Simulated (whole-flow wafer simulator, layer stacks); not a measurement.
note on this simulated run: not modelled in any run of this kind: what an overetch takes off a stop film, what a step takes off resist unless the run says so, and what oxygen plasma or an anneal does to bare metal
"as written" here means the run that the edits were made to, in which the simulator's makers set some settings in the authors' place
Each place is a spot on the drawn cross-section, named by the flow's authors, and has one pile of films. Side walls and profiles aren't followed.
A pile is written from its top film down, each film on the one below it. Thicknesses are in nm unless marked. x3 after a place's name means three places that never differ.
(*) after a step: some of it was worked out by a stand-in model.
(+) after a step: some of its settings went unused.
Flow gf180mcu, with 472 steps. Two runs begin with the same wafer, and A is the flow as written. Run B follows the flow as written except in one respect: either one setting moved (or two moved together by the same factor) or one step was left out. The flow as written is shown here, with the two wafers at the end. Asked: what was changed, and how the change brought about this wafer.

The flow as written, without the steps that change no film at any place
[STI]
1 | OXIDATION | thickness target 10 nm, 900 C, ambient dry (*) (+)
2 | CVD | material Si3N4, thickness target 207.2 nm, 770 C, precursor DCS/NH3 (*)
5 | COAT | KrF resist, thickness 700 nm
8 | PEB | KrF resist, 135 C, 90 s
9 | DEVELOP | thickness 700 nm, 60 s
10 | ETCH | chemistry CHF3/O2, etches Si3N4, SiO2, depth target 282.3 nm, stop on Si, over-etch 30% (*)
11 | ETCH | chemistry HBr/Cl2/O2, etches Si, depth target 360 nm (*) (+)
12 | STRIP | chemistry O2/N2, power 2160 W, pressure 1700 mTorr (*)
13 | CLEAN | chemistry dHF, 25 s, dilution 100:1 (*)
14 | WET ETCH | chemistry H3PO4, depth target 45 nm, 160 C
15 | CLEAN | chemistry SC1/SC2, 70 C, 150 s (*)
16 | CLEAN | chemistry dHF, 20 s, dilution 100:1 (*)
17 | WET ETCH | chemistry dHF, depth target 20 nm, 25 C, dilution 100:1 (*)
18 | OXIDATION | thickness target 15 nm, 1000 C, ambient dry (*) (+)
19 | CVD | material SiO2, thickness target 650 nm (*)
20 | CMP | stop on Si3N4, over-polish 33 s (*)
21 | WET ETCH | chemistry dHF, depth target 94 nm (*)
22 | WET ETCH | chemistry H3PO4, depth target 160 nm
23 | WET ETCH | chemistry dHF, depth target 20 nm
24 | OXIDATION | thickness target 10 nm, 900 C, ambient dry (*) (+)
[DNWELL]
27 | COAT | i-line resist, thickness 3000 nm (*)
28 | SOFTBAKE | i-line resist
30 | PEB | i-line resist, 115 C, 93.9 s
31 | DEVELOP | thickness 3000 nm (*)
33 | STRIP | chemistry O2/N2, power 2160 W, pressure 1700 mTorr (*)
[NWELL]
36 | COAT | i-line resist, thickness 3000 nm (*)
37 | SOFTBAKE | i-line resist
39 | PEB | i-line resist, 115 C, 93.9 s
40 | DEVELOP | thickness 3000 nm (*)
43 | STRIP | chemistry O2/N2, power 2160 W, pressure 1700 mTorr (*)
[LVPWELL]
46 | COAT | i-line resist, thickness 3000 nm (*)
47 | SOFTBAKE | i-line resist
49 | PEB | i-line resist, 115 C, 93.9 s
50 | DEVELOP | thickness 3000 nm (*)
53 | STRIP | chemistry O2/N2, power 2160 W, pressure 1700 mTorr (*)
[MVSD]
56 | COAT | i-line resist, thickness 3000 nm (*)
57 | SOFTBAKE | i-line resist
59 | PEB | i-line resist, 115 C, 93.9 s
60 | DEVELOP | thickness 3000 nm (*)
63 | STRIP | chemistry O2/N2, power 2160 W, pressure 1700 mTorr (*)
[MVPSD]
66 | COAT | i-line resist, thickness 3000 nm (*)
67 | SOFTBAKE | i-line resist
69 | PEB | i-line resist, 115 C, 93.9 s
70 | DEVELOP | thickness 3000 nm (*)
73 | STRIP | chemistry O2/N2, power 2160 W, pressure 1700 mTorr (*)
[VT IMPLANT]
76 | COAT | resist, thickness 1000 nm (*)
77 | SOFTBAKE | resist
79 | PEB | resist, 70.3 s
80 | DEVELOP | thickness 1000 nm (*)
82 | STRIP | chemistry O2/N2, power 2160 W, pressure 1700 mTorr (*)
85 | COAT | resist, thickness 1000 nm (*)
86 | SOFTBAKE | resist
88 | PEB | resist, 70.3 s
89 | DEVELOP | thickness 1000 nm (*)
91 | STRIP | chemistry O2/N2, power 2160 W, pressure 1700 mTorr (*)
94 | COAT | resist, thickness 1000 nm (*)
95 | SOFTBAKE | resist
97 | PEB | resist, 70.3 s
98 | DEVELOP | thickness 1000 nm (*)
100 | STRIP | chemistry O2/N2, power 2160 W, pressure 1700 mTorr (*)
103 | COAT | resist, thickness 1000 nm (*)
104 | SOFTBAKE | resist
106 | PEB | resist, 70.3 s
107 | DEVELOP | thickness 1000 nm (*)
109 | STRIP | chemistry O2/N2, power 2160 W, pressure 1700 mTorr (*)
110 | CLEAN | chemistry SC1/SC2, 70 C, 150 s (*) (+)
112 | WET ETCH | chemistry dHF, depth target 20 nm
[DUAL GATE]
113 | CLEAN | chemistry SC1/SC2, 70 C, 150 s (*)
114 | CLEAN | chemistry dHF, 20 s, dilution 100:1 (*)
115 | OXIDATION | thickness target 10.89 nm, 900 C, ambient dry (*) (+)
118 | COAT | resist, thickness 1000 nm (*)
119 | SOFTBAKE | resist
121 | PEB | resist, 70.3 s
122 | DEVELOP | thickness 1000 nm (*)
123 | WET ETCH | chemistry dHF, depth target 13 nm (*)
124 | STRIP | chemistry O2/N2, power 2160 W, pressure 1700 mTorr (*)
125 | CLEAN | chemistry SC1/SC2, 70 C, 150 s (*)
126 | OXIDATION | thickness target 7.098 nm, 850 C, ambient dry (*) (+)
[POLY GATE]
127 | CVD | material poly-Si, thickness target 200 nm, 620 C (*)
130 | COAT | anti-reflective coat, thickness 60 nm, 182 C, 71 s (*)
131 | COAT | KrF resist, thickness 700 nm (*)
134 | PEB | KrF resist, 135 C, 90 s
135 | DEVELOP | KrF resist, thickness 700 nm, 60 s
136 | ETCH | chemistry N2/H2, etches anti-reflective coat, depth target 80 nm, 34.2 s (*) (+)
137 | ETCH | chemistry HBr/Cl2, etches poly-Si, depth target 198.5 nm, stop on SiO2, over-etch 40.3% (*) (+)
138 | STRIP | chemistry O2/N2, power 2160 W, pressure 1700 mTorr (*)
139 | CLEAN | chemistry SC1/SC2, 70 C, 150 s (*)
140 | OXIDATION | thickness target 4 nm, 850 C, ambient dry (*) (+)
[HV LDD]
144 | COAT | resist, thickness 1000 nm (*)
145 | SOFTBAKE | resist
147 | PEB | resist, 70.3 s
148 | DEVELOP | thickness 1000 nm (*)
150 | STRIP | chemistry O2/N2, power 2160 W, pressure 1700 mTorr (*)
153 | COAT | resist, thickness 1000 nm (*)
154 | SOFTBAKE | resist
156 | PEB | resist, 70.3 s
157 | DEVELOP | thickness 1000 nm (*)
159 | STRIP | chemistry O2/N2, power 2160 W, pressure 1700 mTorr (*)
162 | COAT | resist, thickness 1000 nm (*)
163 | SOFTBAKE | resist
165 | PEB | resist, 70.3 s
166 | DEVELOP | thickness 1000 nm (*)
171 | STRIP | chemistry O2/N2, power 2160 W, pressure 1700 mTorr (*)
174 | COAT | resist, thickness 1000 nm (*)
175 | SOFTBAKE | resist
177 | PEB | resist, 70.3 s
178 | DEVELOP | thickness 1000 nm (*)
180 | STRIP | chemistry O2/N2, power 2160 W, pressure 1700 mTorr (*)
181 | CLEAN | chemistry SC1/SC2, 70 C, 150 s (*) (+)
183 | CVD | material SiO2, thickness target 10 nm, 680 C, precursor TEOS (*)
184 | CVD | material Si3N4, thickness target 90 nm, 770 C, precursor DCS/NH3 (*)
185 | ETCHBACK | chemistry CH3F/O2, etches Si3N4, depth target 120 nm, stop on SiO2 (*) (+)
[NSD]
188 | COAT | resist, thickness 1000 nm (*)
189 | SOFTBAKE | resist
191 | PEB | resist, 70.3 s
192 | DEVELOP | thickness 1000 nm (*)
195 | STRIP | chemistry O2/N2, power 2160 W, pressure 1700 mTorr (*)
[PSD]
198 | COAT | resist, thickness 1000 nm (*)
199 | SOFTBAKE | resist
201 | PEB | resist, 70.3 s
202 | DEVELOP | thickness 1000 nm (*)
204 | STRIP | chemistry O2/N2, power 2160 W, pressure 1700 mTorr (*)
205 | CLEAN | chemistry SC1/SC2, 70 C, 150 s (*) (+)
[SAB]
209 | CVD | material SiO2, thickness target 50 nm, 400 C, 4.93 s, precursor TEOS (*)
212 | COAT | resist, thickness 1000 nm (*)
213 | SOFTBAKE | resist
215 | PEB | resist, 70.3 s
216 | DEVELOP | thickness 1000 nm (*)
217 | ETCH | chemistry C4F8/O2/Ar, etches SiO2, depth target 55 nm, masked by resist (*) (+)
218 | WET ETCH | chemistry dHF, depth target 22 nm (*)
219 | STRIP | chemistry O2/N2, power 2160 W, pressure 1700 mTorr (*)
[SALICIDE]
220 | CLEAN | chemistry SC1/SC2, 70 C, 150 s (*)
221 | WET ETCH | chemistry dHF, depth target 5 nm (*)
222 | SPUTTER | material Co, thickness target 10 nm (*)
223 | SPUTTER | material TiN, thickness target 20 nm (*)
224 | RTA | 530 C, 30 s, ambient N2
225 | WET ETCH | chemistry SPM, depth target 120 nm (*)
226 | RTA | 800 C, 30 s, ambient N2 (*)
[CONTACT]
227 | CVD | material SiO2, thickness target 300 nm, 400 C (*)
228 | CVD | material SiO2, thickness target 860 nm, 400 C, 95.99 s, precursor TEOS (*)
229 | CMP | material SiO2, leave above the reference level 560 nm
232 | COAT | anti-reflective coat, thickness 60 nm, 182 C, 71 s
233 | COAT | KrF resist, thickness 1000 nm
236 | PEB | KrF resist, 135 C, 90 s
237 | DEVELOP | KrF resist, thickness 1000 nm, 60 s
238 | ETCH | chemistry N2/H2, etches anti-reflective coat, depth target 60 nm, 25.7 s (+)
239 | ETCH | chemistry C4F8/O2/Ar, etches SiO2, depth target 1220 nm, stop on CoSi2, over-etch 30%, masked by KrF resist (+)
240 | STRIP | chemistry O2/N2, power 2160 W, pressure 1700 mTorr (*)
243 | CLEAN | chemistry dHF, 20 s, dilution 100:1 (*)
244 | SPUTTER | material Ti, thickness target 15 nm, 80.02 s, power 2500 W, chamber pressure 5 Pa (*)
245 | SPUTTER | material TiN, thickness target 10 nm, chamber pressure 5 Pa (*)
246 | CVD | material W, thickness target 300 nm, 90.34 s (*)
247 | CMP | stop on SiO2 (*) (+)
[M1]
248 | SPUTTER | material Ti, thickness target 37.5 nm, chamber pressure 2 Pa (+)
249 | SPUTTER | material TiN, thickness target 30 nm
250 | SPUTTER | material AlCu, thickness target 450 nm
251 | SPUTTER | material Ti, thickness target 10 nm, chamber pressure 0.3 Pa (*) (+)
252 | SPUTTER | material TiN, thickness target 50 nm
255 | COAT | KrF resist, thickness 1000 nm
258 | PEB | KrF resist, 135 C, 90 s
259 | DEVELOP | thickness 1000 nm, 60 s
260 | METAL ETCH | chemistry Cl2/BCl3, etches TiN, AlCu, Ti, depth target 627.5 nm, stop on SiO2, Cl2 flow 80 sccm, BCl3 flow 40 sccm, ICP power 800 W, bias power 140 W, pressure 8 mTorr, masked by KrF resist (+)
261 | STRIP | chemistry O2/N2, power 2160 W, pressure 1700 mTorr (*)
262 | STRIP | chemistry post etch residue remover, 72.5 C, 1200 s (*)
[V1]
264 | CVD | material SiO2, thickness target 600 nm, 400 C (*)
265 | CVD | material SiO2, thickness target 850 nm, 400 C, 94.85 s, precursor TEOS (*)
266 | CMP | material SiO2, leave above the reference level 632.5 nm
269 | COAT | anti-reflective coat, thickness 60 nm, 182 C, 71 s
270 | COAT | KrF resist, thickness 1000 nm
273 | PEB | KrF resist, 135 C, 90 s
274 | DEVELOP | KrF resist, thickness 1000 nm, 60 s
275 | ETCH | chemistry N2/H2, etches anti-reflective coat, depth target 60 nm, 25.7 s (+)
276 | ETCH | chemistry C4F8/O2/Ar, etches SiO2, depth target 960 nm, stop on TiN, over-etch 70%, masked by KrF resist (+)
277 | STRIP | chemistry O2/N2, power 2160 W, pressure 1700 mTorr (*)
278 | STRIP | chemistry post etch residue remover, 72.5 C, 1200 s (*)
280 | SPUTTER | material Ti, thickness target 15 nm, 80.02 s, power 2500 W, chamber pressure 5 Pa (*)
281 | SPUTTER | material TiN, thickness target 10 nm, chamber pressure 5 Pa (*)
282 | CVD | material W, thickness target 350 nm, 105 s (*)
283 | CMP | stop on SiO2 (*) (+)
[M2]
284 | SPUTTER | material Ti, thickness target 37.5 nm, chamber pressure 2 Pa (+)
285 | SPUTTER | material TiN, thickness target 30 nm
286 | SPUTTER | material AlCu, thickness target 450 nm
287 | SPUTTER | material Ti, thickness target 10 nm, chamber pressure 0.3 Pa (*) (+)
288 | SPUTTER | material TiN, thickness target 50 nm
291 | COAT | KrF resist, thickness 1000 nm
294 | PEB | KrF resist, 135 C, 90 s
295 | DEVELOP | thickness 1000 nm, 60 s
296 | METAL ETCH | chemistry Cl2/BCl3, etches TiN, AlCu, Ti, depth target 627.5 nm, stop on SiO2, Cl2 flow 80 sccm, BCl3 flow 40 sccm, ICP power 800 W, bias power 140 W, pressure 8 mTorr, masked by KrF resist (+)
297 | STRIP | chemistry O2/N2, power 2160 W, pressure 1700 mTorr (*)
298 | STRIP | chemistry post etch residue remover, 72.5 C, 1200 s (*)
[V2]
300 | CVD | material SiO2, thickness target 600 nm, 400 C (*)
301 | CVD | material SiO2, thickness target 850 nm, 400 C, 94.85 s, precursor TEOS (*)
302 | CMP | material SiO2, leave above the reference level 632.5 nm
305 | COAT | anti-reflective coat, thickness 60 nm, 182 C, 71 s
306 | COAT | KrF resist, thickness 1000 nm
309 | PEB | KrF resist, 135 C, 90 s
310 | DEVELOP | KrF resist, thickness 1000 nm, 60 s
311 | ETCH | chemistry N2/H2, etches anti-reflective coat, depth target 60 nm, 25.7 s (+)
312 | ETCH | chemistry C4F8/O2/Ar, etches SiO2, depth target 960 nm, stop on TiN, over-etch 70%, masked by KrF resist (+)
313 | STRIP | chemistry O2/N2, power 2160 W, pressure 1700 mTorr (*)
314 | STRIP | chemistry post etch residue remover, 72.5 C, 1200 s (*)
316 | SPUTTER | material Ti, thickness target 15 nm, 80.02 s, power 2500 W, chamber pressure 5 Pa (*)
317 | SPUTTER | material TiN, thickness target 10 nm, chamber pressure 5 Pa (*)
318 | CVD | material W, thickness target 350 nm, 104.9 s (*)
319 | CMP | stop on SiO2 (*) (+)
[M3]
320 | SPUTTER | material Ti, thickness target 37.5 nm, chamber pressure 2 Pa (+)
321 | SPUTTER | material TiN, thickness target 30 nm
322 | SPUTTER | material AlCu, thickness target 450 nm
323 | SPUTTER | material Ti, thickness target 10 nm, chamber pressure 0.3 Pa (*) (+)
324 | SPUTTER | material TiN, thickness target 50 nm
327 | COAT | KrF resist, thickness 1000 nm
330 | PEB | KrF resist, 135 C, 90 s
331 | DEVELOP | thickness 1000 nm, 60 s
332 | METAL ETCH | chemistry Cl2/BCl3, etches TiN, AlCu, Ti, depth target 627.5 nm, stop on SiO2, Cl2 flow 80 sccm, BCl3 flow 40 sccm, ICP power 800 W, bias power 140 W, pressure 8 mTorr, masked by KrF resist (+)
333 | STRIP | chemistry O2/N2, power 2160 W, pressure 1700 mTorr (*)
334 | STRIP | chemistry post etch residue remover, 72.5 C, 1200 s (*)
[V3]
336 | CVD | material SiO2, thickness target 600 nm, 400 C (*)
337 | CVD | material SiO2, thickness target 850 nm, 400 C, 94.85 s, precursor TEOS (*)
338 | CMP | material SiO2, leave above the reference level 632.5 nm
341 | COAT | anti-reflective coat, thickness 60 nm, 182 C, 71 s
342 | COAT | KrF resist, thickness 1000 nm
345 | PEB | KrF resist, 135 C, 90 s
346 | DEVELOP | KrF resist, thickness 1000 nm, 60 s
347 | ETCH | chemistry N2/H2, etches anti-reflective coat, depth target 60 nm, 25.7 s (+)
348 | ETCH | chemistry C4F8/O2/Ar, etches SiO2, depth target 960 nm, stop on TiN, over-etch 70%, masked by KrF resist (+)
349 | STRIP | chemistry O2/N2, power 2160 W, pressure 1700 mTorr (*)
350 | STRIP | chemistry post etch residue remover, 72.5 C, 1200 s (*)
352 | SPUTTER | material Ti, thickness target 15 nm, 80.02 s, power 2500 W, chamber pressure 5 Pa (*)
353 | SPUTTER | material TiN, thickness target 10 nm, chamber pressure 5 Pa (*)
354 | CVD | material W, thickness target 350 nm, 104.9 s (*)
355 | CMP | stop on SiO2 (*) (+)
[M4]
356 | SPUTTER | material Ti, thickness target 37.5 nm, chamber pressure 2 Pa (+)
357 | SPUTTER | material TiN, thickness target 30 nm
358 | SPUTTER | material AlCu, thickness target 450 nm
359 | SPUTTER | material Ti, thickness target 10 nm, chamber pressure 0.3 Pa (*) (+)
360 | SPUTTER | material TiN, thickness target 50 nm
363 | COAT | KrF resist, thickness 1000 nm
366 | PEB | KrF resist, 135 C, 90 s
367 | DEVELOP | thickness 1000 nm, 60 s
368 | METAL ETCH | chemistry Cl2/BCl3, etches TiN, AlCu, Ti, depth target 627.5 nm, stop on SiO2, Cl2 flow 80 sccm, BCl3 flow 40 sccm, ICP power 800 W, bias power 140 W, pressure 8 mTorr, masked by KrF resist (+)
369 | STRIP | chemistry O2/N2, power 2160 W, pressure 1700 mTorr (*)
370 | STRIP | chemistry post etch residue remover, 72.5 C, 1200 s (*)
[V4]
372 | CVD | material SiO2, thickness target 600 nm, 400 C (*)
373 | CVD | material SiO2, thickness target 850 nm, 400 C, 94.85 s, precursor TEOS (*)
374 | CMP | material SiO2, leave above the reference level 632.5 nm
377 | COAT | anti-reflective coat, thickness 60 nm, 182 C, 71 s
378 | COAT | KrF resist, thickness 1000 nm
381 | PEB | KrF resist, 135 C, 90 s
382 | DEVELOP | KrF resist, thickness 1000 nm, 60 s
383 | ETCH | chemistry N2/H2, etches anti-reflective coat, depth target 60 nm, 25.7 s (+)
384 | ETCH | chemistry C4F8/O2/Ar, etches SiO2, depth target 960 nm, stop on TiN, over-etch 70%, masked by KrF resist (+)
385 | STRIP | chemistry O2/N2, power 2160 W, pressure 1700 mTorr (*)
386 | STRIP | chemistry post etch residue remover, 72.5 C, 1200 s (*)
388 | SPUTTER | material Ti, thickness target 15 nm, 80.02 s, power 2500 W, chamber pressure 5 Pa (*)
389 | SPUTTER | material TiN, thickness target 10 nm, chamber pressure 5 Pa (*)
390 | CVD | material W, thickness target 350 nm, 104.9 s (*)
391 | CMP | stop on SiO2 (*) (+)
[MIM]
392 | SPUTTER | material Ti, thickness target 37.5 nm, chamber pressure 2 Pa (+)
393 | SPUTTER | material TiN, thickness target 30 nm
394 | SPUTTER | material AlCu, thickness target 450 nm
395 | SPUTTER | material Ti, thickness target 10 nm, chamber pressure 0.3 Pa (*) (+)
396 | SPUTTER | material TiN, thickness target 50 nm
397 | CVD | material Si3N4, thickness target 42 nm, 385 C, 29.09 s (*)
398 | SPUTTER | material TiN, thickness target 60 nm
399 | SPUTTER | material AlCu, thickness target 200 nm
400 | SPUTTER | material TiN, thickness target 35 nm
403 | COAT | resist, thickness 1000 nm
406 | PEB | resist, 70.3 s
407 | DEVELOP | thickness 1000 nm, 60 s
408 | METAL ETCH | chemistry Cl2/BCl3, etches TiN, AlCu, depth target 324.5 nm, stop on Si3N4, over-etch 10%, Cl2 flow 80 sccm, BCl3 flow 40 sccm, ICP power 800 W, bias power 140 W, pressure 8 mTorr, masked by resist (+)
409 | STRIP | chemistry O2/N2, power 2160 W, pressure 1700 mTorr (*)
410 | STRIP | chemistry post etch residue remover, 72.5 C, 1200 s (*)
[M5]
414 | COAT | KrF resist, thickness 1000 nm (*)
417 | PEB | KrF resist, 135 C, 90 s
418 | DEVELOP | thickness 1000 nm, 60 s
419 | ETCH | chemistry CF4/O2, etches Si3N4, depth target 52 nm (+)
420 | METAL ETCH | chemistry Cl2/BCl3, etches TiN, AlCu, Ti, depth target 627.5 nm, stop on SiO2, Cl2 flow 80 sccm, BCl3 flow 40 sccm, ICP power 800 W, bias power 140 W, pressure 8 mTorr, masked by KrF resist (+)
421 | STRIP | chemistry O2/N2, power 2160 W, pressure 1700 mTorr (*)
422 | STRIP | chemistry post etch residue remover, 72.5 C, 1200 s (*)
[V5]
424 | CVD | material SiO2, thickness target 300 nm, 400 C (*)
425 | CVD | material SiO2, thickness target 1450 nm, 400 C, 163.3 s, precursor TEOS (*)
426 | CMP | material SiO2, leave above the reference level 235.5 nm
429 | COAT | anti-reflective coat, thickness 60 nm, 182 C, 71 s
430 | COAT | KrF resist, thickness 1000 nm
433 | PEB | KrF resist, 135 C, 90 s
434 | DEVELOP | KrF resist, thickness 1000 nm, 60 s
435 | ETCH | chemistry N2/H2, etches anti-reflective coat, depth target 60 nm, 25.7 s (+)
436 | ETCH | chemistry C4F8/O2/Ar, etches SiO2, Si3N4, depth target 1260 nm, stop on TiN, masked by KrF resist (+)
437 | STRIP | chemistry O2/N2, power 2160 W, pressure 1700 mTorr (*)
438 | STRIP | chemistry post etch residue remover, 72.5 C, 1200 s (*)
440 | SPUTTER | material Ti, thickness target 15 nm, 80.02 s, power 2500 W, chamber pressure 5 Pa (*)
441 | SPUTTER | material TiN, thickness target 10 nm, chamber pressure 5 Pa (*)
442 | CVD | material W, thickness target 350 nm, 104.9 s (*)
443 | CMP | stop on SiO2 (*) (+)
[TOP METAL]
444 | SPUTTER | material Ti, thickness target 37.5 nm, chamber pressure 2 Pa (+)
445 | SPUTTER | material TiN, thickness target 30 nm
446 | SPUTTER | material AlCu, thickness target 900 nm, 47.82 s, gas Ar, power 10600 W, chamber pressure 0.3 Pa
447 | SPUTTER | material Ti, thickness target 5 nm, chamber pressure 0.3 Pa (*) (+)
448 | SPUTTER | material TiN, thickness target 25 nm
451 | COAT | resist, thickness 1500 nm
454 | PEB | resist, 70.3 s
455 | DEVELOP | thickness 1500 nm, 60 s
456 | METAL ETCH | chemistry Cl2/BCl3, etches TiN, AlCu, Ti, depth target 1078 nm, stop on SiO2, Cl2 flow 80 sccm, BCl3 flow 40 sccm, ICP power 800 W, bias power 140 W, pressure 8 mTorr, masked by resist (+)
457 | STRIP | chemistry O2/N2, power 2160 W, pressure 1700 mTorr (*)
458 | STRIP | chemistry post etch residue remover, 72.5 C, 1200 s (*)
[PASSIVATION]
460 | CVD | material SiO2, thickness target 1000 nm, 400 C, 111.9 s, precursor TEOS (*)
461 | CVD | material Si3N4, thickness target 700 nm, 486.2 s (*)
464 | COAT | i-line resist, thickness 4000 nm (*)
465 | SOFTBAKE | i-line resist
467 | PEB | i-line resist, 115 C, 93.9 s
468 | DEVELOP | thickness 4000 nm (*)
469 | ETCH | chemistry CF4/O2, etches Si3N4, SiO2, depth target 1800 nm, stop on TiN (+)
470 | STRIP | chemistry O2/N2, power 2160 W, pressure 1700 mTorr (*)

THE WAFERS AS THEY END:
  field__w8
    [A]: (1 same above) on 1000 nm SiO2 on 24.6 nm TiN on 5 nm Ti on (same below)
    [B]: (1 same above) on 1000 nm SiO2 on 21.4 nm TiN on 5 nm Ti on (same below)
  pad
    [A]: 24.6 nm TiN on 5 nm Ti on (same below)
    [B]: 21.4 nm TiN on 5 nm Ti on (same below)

Cause: step 448, SPUTTER: thickness target 21.8 nm was run, while the flow as written has thickness target 25 nm.

The path from the change to this, step by step:
  448 | SPUTTER | material TiN, thickness target 25 nm
      field, field__w1, field__w2 and 109 more: A TiN gains 25 (new film) | B TiN gains 21.8 (new film)
  456 | METAL ETCH | chemistry Cl2/BCl3, etches TiN, AlCu, Ti, depth target 1078 nm, stop on SiO2, Cl2 flow 80 sccm, BCl3 flow 40 sccm, ICP power 800 W, bias power 140 W, pressure 8 mTorr, masked by resist (+)
      field, field__w1, field__w2 and 103 more: A TiN loses 25 (all of it), Ti loses 5 (all of it), AlCu loses 900 (all of it), TiN loses 30 (all of it), Ti loses 37.5 (all of it) | B TiN loses 21.8 (all of it), Ti loses 5 (all of it), AlCu loses 900 (all of it), TiN loses 30 (all of it), Ti loses 37.5 (all of it)
